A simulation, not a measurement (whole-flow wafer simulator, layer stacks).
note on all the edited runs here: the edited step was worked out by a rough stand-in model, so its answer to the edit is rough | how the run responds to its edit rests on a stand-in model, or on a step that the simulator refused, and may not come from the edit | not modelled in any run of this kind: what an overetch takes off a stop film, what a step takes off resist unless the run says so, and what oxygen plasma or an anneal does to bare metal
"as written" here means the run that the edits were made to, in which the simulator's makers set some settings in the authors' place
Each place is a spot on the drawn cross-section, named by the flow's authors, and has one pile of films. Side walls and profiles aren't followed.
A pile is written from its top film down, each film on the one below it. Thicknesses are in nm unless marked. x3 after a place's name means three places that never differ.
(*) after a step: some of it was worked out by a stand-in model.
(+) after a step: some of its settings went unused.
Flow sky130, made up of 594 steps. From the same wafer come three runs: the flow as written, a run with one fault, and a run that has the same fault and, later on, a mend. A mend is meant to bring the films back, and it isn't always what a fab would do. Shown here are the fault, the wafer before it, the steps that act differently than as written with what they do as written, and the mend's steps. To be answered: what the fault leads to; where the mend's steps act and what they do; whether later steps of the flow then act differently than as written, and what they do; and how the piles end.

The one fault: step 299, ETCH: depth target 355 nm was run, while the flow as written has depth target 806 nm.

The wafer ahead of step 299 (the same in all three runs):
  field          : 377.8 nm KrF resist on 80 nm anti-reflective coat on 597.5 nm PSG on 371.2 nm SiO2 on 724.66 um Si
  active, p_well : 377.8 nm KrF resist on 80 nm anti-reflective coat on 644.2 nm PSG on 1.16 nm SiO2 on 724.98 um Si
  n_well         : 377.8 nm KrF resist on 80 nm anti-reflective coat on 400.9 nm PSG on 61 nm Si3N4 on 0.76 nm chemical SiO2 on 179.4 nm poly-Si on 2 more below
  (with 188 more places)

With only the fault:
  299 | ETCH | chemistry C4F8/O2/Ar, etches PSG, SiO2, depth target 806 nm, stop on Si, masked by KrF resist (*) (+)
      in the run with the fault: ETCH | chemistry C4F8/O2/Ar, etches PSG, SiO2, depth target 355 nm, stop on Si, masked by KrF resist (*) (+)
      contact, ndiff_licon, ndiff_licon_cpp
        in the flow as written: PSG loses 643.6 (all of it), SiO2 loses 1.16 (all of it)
        in the run with the fault: PSG loses 355
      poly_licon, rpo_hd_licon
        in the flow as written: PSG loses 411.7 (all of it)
        in the run with the fault: PSG loses 355
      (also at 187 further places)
  Steps later in the flow that act otherwise than as written (2 other steps are not shown; they differ only slightly, by no more than 2% or 0.5 nm, whichever is larger):
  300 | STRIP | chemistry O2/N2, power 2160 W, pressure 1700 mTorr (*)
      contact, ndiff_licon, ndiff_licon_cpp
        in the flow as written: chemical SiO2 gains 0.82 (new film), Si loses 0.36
        in the run with the fault: nothing
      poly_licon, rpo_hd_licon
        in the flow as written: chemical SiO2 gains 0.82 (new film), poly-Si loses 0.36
        in the run with the fault: nothing
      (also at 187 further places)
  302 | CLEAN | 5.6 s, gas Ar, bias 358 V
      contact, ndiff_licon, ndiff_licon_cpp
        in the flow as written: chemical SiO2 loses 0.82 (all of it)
        in the run with the fault: PSG loses 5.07
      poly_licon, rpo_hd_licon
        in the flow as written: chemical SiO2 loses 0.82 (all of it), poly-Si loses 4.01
        in the run with the fault: PSG loses 5.07
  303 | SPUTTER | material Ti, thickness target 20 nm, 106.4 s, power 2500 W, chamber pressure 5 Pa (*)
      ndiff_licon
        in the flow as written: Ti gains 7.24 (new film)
        in the run with the fault: Ti gains 11.1 (new film)
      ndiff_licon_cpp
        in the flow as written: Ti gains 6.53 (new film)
        in the run with the fault: Ti gains 11.1 (new film)
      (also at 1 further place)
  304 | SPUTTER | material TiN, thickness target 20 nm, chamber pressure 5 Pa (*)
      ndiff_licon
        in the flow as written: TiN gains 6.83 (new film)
        in the run with the fault: TiN gains 10.7 (new film)
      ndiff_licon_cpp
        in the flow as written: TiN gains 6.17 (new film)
        in the run with the fault: TiN gains 10.7 (new film)
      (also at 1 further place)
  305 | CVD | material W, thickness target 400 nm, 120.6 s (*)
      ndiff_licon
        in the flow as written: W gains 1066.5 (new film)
        in the run with the fault: W gains 773.7 (new film)
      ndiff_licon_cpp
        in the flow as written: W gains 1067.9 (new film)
        in the run with the fault: W gains 773.7 (new film)
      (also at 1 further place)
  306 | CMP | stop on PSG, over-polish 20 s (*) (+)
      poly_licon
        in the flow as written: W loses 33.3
        in the run with the fault: W loses 89.3
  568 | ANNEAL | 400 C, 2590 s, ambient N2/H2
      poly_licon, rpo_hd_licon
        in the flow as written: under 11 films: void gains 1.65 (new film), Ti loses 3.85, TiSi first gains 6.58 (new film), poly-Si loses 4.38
        in the run with the fault: nothing
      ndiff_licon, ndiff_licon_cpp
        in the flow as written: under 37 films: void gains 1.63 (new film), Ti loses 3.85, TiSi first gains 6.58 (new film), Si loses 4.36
        in the run with the fault: nothing
  At poly_licon, ndiff_licon, ndiff_licon_cpp, rpo_hd_licon, the piles at the end differ from the flow's by more than 2% or 0.5 nm, whichever is larger.
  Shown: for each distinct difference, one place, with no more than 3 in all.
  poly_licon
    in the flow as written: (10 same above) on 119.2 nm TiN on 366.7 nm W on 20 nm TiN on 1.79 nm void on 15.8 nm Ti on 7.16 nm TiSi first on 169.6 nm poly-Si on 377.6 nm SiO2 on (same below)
    in the run with the fault: (10 same above) on 119.2 nm TiN on 310.7 nm W on 20 nm TiN on 20 nm Ti on 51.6 nm PSG on 178.7 nm poly-Si on 377.6 nm SiO2 on (same below)
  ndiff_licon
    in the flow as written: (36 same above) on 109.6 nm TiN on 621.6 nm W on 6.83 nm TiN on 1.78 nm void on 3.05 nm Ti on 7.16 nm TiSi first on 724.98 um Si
    in the run with the fault: (36 same above) on 109.6 nm TiN on 328.8 nm W on 10.7 nm TiN on 11.1 nm Ti on 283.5 nm PSG on 1.16 nm SiO2 on 724.98 um Si
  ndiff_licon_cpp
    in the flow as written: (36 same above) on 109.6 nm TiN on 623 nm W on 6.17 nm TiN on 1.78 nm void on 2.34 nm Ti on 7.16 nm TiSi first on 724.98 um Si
    in the run with the fault: (36 same above) on 109.6 nm TiN on 328.8 nm W on 10.7 nm TiN on 11.1 nm Ti on 283.5 nm PSG on 1.16 nm SiO2 on 724.98 um Si

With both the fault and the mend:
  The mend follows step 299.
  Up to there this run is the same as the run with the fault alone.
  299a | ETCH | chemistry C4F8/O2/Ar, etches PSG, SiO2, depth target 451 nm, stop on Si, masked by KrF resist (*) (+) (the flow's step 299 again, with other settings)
      field, active, n_well and 184 more
        KrF resist loses 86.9
      contact, ndiff_licon, ndiff_licon_cpp
        PSG loses 288.6 (all of it), SiO2 loses 1.16 (all of it)
      poly_licon, rpo_hd_licon
        PSG loses 56.7 (all of it)
  Later steps of the flow that are run all act as written at every place that is followed, up to a difference of at most 2% or 0.5 nm, whichever is larger.
  The piles end only slightly different from the flow's at the places that both follow, by no more than 2% or 0.5 nm, whichever is larger.
